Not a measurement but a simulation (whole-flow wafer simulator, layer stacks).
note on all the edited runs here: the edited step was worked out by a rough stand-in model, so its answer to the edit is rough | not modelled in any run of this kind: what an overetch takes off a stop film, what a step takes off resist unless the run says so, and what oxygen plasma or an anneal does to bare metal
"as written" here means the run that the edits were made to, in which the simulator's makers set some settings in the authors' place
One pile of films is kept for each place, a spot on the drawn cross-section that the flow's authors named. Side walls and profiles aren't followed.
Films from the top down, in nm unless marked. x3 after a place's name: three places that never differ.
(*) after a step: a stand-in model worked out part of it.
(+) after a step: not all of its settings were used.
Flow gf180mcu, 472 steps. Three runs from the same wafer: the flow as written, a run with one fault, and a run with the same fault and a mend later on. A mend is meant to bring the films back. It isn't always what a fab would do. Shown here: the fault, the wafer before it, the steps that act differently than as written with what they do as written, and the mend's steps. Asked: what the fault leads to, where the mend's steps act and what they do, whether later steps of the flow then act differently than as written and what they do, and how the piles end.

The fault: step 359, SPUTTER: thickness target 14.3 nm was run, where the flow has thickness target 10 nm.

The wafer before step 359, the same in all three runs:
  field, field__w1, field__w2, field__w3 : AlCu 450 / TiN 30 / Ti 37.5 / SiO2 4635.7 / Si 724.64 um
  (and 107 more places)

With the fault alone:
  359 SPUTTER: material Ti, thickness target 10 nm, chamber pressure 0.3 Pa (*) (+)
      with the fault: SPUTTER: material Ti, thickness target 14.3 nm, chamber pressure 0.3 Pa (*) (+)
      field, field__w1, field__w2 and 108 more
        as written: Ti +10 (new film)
        with the fault: Ti +14.3 (new film)
  Later steps of the flow that act differently than as written (5 more steps differ only slightly, by at most 2% or 0.5 nm, whichever is larger, and aren't shown):
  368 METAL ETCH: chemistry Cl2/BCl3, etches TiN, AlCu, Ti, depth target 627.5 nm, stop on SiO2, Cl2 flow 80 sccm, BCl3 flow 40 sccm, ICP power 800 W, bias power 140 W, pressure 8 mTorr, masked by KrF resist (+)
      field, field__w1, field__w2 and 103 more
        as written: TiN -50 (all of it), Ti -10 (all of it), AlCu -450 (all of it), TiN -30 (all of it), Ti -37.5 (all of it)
        with the fault: TiN -50 (all of it), Ti -14.3 (all of it), AlCu -450 (all of it), TiN -30 (all of it), Ti -37.5 (all of it)
  At the end the piles differ from the flow's by more than 2% or 0.5 nm, whichever is larger, at field__w8, contact, m1, m1__w1, m1_nw.
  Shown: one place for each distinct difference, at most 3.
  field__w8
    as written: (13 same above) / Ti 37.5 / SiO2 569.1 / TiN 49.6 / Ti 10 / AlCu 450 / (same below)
    with the fault: (13 same above) / Ti 37.5 / SiO2 564.8 / TiN 49.6 / Ti 14.3 / AlCu 450 / (same below)
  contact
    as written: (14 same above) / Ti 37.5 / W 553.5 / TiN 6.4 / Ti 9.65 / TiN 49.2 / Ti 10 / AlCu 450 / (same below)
    with the fault: (14 same above) / Ti 37.5 / W 549.2 / TiN 6.42 / Ti 9.68 / TiN 49.2 / Ti 14.3 / AlCu 450 / (same below)

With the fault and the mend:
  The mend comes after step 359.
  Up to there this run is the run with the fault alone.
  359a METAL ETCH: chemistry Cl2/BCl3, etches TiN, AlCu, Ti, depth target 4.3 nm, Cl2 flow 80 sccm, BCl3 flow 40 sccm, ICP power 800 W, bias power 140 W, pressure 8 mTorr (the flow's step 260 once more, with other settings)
      field, field__w1, field__w2 and 108 more
        Ti -4.3
  No later step of the flow acts differently than as written at any place that is followed.
  At the end the piles are the same as the flow's at every place that both follow.
